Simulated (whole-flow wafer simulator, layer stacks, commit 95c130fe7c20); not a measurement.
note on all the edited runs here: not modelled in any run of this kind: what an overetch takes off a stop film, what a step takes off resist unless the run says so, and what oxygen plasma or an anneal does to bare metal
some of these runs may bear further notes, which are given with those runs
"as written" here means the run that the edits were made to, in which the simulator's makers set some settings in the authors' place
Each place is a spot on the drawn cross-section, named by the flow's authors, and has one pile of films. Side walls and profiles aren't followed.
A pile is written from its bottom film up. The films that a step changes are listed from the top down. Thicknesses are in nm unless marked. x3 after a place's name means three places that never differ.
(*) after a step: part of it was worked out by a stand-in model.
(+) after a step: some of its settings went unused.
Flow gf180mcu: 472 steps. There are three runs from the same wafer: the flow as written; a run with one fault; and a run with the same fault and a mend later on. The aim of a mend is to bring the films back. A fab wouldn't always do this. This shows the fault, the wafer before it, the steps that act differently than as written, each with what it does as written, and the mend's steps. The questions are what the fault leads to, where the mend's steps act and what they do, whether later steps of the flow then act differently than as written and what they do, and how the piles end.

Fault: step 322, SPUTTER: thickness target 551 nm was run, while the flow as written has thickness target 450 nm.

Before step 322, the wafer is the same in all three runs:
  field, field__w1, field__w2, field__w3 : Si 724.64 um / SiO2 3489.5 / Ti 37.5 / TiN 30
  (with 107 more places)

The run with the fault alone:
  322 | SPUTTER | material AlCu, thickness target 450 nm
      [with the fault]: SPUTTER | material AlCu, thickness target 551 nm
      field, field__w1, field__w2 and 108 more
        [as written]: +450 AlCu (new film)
        [with the fault]: +551 AlCu (new film)
  Steps further on in the flow that do not act as written (1 more step, not shown, differs only slightly: by at most 2% or 0.5 nm, whichever is larger):
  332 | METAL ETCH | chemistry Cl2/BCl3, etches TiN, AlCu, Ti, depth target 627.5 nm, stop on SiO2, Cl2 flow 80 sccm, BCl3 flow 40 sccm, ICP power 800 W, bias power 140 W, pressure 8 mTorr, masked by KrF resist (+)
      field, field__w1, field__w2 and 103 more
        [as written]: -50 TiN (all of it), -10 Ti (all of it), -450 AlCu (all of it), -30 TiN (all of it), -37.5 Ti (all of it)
        [with the fault]: -50 TiN (all of it), -10 Ti (all of it), -551 AlCu (all of it), -16.5 TiN
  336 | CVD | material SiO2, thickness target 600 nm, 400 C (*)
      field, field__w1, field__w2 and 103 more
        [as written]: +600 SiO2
        [with the fault]: +600 SiO2 (new film)
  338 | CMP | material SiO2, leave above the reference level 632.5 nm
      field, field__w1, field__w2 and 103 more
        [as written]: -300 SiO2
        [with the fault]: -249.6 SiO2
  At field, field__w1, field__w2 and 109 more, the piles at the end differ from the flow's by more than 2% or 0.5 nm, whichever is larger.
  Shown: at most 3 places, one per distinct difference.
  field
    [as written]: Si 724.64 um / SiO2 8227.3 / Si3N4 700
    [with the fault]: Si 724.64 um / SiO2 3489.5 / Ti 37.5 / TiN 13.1 / SiO2 4788.2 / Si3N4 700
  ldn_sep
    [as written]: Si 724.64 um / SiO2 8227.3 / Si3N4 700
    [with the fault]: Si 724.64 um / SiO2 3489.4 / Ti 37.5 / TiN 13.1 / SiO2 4788.2 / Si3N4 700
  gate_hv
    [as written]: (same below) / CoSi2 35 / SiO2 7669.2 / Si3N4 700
    [with the fault]: (same below) / CoSi2 35 / SiO2 2931.3 / Ti 37.5 / TiN 13.1 / SiO2 4788.2 / Si3N4 700

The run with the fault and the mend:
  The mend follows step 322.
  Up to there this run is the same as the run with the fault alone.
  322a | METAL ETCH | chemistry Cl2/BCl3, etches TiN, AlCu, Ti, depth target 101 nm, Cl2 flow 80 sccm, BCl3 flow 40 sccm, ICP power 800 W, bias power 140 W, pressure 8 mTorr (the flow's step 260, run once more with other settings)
      field, field__w1, field__w2 and 108 more
        -101 AlCu
  Later steps of the flow that are run all act as written at every place that is followed.
  At every place that both follow, the piles at the end match the flow's.
